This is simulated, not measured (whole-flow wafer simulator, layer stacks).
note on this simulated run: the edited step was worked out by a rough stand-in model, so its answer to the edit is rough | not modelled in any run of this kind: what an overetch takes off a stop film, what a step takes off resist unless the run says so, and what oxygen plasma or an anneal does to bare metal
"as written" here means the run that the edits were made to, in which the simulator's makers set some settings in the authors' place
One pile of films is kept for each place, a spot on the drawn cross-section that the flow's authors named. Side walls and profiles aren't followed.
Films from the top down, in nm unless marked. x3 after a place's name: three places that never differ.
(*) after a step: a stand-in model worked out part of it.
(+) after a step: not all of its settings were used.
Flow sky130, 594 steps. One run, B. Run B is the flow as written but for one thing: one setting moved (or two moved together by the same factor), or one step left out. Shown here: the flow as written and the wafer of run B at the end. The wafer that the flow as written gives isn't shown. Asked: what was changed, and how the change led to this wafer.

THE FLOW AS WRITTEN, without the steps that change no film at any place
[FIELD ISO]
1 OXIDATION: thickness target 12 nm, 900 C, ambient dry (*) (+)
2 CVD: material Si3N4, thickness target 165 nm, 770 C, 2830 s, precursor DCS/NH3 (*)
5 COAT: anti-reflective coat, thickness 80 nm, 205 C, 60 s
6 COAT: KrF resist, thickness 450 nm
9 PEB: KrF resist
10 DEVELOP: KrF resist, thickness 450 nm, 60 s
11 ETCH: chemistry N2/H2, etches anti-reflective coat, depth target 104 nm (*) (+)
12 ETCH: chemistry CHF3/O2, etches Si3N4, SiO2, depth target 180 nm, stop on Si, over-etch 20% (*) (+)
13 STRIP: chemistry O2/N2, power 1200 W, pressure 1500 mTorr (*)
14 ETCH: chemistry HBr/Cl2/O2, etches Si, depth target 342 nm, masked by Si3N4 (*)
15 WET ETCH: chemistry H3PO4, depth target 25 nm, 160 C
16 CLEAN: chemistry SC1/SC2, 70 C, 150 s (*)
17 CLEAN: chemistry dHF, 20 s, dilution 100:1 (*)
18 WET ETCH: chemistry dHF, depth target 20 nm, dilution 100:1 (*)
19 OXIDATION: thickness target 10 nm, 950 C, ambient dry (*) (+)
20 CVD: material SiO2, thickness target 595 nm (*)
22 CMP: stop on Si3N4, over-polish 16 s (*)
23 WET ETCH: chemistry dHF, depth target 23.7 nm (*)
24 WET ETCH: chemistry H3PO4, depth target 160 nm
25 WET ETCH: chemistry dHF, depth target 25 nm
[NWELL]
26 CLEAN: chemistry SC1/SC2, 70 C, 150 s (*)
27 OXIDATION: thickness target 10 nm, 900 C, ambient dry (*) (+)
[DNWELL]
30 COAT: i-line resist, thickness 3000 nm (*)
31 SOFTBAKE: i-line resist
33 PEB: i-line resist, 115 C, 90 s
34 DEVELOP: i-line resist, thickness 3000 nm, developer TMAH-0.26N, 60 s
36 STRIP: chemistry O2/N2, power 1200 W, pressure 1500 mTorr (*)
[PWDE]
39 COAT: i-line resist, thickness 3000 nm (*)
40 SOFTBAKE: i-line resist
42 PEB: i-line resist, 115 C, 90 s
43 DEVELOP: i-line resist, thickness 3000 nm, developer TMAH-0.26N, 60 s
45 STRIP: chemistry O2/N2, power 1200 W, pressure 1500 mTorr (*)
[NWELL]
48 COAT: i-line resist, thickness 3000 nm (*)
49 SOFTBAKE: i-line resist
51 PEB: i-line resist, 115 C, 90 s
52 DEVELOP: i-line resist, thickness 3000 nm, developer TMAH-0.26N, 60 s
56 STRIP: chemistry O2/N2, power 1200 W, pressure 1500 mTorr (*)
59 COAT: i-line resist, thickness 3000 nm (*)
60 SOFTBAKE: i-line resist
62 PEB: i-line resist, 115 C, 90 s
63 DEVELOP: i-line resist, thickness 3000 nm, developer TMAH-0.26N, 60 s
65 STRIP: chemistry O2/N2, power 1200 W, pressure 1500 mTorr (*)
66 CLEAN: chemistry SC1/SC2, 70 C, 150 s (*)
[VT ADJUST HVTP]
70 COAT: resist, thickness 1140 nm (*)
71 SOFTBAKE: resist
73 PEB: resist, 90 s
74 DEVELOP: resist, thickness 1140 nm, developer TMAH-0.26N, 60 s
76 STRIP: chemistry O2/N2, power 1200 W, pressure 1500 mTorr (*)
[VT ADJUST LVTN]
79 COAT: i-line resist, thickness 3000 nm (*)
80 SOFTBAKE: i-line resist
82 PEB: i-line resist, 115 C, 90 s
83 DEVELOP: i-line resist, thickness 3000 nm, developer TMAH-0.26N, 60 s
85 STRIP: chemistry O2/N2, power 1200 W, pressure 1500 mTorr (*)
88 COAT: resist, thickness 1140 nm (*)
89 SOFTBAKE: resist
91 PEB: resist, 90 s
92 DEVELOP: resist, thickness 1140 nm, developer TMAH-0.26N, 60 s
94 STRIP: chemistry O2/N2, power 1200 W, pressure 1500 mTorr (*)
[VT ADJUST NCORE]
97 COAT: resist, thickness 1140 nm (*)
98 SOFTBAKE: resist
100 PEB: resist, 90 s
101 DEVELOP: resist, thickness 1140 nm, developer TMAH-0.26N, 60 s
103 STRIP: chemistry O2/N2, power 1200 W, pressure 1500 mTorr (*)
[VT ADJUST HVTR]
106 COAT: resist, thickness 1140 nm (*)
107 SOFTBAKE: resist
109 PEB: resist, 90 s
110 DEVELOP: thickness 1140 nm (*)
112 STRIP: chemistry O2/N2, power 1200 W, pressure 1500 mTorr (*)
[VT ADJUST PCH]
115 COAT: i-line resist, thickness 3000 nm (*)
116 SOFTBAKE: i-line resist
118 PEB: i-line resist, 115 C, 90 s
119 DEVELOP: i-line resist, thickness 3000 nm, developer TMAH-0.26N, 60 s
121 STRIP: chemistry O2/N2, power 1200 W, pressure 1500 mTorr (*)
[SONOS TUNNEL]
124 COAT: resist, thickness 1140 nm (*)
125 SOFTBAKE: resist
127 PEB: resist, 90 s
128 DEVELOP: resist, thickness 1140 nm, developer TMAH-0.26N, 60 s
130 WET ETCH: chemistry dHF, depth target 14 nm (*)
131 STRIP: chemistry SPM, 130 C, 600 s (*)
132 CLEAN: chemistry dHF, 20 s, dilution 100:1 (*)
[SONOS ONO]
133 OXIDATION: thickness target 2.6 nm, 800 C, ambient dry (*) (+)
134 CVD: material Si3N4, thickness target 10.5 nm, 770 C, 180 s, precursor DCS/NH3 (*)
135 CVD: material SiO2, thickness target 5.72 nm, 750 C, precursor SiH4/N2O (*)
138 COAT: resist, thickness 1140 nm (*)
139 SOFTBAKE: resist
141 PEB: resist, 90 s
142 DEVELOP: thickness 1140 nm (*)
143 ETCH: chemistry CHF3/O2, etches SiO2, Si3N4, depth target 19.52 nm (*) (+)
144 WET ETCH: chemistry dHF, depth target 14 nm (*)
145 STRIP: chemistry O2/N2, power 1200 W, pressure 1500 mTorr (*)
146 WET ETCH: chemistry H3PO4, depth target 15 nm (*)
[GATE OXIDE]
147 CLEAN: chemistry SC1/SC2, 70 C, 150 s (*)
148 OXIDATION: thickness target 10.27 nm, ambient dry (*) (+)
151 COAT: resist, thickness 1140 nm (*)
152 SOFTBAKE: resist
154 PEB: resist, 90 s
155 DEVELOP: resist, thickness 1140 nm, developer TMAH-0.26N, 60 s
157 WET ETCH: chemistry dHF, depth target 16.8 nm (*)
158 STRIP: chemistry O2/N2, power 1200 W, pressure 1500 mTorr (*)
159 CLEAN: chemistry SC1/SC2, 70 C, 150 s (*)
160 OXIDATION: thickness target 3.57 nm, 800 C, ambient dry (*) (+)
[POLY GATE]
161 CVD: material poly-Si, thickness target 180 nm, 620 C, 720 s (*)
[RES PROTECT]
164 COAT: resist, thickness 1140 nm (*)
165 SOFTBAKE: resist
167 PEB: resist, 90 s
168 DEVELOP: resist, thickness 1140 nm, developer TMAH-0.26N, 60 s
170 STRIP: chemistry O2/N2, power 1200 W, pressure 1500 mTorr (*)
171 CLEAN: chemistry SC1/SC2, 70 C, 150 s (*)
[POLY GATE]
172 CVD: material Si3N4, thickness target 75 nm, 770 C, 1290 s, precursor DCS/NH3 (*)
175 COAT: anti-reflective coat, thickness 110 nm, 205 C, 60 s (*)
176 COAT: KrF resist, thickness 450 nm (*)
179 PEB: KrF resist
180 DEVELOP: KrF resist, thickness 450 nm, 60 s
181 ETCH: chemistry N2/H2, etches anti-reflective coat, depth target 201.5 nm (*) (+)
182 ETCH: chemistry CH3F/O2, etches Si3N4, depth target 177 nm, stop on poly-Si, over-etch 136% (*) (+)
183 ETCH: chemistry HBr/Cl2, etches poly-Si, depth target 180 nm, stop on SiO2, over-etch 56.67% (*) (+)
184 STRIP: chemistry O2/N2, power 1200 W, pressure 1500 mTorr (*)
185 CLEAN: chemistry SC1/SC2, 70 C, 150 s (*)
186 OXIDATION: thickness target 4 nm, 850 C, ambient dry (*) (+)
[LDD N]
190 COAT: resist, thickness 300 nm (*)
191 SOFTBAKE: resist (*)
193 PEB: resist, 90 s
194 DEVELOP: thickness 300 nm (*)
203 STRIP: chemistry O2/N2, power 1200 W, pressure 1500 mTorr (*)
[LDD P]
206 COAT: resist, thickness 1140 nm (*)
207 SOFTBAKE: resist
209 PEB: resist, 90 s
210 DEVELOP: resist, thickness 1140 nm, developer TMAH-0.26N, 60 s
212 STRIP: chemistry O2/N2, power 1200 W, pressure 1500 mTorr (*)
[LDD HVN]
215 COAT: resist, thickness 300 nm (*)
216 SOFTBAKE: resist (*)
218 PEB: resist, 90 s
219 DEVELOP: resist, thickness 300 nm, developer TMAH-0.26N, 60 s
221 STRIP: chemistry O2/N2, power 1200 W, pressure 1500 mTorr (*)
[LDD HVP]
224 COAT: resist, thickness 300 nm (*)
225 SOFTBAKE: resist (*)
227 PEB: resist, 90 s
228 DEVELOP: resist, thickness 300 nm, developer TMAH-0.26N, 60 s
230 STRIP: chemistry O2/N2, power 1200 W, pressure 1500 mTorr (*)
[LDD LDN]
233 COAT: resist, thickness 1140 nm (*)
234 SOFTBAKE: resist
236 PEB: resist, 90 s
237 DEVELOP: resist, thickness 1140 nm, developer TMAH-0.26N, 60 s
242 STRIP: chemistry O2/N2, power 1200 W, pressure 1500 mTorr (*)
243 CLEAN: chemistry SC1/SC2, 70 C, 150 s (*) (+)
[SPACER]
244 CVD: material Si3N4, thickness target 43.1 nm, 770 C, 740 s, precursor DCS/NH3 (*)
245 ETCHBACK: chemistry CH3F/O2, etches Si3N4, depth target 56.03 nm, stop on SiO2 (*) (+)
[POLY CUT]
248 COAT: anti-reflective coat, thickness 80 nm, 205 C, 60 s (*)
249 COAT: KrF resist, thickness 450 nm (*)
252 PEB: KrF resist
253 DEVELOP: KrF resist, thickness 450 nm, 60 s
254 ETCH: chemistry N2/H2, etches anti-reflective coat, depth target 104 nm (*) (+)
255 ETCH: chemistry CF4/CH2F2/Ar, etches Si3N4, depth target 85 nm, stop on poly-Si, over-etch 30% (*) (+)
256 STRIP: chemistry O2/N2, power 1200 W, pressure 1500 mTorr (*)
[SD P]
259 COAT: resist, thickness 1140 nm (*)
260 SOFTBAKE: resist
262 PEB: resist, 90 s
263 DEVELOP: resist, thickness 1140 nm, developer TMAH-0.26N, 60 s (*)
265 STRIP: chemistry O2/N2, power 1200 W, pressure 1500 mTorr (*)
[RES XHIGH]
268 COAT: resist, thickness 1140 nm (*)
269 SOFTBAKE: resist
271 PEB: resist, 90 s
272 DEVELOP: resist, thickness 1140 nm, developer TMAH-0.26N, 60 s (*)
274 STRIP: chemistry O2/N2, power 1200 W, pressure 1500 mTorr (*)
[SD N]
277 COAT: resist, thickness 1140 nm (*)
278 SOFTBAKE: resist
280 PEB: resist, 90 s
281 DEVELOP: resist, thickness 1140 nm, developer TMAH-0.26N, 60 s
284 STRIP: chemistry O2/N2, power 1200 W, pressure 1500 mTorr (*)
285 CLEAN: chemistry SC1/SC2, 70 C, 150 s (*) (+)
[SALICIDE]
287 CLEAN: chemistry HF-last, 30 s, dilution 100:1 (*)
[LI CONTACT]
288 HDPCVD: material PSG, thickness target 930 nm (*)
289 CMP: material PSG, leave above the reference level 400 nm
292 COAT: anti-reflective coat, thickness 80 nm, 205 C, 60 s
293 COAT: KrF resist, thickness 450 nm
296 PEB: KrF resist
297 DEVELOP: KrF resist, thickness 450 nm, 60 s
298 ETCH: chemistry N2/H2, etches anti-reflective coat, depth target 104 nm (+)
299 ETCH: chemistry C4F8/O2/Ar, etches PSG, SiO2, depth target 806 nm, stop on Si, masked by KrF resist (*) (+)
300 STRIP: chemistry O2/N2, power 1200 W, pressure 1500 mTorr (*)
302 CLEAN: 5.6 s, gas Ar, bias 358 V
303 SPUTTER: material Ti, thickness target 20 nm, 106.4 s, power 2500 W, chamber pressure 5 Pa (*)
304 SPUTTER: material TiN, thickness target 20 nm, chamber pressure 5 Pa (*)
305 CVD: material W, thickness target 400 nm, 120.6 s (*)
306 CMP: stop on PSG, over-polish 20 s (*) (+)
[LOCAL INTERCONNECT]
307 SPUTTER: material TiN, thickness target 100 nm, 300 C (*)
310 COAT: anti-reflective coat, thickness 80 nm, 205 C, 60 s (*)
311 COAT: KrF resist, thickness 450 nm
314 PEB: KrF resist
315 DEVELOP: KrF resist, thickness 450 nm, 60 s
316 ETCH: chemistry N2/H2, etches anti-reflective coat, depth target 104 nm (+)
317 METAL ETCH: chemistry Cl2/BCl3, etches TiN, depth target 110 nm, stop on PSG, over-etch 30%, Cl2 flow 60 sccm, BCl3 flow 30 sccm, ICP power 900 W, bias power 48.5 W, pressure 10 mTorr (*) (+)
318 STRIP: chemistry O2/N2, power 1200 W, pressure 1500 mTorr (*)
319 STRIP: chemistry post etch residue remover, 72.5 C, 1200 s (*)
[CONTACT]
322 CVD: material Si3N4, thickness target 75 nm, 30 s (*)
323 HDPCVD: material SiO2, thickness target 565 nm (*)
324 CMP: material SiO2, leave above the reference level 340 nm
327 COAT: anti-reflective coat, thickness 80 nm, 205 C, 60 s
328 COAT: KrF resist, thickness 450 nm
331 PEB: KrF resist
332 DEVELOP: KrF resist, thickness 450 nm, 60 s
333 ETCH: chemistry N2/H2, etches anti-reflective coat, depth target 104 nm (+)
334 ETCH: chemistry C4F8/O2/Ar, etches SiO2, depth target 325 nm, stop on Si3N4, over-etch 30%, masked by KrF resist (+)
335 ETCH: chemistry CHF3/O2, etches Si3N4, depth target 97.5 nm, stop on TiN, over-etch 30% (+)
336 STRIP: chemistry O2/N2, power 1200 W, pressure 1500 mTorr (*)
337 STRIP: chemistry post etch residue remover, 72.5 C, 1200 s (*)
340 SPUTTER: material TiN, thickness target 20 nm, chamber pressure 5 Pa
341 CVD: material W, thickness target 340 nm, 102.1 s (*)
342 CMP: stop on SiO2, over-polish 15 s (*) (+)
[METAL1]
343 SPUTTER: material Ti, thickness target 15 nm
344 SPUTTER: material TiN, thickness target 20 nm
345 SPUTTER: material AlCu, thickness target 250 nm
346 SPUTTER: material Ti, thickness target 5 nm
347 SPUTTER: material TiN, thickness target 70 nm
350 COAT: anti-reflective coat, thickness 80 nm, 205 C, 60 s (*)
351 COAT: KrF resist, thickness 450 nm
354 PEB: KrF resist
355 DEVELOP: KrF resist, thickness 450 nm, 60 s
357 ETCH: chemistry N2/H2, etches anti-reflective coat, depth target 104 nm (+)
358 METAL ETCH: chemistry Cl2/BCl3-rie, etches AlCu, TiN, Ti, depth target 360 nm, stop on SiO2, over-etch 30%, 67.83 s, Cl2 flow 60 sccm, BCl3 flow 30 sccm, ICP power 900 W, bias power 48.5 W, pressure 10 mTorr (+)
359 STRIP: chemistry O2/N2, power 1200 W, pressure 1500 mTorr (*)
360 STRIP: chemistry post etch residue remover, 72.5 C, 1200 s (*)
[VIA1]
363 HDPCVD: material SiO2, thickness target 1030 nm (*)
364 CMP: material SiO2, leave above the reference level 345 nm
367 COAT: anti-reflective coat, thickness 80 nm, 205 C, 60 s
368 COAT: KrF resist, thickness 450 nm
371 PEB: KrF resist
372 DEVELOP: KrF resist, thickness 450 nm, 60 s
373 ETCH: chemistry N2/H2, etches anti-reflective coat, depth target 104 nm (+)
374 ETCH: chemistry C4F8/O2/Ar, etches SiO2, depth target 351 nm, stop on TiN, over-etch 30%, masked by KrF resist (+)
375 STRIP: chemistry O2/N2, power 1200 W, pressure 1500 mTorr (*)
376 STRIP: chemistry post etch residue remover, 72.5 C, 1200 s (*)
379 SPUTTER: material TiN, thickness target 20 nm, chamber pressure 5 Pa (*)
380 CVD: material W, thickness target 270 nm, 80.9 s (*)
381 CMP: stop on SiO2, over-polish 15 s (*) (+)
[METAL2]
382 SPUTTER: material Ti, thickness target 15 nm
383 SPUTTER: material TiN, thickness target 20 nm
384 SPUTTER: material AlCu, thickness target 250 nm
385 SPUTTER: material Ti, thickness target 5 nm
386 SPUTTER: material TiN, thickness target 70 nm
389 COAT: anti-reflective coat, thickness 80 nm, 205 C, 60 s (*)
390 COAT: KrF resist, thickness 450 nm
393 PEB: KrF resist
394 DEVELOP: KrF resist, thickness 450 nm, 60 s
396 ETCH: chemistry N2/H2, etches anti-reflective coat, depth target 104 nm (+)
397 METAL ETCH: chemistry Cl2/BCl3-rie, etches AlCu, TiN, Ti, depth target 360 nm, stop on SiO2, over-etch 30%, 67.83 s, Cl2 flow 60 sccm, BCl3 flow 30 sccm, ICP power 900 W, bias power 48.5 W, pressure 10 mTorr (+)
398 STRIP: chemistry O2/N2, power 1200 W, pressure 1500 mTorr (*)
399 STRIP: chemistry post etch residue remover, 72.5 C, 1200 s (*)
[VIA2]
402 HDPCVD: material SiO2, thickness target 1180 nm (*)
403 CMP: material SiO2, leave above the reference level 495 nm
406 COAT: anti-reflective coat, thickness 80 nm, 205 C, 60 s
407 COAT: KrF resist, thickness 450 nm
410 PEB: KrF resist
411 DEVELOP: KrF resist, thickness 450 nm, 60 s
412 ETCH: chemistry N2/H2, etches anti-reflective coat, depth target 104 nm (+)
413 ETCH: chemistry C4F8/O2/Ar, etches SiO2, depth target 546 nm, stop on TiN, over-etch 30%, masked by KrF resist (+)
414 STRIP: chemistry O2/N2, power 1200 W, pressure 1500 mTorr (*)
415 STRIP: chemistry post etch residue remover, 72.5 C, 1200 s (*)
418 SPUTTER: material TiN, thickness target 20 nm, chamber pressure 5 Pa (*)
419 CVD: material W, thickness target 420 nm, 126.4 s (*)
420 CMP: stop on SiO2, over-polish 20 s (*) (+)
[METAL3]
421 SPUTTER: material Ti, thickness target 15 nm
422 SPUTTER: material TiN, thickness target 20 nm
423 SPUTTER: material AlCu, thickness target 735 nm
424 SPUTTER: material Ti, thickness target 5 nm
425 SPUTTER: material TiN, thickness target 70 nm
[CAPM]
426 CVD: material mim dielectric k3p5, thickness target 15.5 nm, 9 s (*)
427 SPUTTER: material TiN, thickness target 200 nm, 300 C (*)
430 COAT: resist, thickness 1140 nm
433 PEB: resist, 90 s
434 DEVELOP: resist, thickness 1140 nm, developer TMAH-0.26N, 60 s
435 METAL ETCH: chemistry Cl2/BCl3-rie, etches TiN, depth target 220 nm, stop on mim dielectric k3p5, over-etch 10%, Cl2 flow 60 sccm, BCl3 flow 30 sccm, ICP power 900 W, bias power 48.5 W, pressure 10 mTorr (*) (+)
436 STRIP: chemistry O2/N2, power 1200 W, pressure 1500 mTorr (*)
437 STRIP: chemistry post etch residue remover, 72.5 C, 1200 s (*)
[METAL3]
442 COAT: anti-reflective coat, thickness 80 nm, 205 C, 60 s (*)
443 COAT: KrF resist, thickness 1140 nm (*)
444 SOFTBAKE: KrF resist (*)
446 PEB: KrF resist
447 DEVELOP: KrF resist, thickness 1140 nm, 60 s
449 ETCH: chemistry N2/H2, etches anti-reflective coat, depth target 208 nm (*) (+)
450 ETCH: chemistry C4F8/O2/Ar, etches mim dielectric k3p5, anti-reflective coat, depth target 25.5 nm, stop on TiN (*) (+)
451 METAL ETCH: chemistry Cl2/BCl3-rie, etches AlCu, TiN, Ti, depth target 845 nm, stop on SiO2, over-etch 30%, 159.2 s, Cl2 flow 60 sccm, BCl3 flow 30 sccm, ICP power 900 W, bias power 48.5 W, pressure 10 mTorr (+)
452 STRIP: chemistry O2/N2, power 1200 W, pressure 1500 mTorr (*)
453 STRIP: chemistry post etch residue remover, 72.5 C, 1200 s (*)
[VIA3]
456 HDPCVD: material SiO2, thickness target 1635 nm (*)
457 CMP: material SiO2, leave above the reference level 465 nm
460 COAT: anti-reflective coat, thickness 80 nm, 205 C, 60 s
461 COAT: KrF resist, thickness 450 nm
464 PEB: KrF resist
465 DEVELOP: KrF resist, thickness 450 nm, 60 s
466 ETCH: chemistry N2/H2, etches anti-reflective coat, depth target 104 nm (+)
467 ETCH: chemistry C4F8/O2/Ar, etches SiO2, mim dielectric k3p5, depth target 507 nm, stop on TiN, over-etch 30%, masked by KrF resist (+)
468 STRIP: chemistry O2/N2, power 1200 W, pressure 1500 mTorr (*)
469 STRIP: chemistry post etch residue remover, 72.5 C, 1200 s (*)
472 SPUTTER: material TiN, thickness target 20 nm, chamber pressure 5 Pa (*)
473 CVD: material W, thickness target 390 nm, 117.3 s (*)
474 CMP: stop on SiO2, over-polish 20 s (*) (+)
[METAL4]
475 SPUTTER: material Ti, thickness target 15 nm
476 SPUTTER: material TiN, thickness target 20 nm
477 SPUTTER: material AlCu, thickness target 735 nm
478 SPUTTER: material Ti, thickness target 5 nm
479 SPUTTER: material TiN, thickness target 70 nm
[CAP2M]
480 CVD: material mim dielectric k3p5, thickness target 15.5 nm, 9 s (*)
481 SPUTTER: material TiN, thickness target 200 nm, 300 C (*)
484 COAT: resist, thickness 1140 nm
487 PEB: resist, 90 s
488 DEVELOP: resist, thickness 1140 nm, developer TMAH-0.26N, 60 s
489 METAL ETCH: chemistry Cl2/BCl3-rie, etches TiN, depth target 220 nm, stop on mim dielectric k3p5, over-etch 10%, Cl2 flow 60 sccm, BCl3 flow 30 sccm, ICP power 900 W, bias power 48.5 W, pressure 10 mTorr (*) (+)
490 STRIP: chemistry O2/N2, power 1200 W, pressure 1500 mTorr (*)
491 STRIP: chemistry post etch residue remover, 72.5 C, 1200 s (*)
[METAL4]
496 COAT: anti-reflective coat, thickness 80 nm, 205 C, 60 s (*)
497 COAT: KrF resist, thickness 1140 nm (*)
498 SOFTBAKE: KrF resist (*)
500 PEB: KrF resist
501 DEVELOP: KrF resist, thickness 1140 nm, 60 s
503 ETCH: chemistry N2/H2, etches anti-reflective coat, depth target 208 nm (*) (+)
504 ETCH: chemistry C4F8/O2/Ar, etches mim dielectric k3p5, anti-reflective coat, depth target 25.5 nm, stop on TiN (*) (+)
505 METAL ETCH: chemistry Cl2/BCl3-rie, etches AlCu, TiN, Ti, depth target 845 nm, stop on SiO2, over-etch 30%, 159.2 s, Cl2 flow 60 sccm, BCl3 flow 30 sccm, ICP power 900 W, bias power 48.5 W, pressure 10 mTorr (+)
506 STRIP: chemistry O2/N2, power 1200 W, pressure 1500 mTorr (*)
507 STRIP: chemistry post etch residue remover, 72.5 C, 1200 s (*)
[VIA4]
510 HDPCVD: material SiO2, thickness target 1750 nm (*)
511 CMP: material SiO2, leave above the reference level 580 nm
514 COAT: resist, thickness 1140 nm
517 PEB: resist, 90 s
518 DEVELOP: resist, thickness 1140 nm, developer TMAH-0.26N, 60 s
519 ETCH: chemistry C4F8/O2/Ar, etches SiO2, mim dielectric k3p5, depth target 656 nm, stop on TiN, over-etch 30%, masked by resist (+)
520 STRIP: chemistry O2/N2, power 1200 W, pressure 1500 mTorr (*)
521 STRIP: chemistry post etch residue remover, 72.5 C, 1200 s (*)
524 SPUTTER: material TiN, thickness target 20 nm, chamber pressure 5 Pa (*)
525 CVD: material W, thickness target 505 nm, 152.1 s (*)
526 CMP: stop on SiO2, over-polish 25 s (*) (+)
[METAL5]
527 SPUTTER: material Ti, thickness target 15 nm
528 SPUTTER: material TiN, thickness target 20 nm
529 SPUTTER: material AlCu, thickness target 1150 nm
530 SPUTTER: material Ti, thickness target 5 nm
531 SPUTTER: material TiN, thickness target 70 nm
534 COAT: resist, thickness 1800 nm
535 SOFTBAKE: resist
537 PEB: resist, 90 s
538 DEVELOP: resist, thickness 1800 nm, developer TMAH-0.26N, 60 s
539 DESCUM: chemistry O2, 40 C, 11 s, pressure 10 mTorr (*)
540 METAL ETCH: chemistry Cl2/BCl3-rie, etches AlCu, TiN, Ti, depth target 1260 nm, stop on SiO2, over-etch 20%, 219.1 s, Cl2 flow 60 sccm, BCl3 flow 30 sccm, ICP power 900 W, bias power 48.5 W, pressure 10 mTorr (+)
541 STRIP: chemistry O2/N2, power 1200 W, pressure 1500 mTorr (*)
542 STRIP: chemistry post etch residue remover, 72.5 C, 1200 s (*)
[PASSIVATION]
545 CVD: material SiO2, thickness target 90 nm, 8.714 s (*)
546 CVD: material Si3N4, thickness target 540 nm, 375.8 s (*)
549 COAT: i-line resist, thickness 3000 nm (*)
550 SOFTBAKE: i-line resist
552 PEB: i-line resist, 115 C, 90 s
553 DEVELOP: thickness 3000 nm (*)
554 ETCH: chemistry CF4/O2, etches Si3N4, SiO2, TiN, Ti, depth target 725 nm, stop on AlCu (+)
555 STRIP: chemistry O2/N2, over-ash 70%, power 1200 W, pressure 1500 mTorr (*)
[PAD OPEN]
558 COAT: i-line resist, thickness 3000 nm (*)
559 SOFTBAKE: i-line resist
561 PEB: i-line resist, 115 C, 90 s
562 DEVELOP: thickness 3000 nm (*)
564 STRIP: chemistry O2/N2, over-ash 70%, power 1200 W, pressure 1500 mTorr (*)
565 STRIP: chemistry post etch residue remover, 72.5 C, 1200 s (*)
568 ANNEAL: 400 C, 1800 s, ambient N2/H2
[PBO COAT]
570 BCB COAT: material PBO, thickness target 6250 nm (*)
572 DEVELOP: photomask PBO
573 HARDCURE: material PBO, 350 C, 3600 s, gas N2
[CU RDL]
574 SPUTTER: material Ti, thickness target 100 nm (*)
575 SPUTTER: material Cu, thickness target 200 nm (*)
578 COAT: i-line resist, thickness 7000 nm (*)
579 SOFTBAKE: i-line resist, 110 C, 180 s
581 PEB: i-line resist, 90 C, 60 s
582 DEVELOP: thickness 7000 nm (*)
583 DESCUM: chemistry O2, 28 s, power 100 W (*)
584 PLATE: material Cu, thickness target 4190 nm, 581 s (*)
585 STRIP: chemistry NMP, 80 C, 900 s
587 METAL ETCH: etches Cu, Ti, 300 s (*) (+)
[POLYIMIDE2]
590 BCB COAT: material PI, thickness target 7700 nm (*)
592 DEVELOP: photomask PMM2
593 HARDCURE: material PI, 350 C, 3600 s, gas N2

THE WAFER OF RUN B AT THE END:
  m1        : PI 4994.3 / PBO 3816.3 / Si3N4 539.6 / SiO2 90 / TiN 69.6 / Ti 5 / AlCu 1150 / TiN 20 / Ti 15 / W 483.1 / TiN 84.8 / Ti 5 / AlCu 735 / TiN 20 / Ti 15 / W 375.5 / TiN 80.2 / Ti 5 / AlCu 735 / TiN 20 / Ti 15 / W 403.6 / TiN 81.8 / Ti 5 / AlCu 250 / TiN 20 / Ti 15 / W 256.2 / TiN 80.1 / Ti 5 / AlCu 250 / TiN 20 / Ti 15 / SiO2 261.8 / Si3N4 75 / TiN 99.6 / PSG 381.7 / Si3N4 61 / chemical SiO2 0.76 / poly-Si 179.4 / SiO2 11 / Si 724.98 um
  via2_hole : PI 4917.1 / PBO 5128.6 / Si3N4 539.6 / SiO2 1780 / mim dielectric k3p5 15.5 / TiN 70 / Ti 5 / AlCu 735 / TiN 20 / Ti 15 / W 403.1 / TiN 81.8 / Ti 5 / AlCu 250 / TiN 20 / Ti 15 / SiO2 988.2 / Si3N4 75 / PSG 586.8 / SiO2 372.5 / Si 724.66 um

The cause: step 418, SPUTTER: thickness target 25 nm was run, where the flow has thickness target 20 nm.

How the change led to this, step by step:
  418 SPUTTER: material TiN, thickness target 20 nm, chamber pressure 5 Pa (*)
      field, active, n_well and 186 more: TiN +25 (new film) (as written it would be: TiN +20 (new film))
      m1, via2_hole: TiN +12.7 (as written it would be: TiN +10.2)
  420 CMP: stop on SiO2, over-polish 20 s (*) (+)
      field, active, n_well and 186 more: W -420 (all of it), TiN -25 (all of it), SiO2 -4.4 (as written it would be: W -420 (all of it), TiN -20 (all of it), SiO2 -4.4)
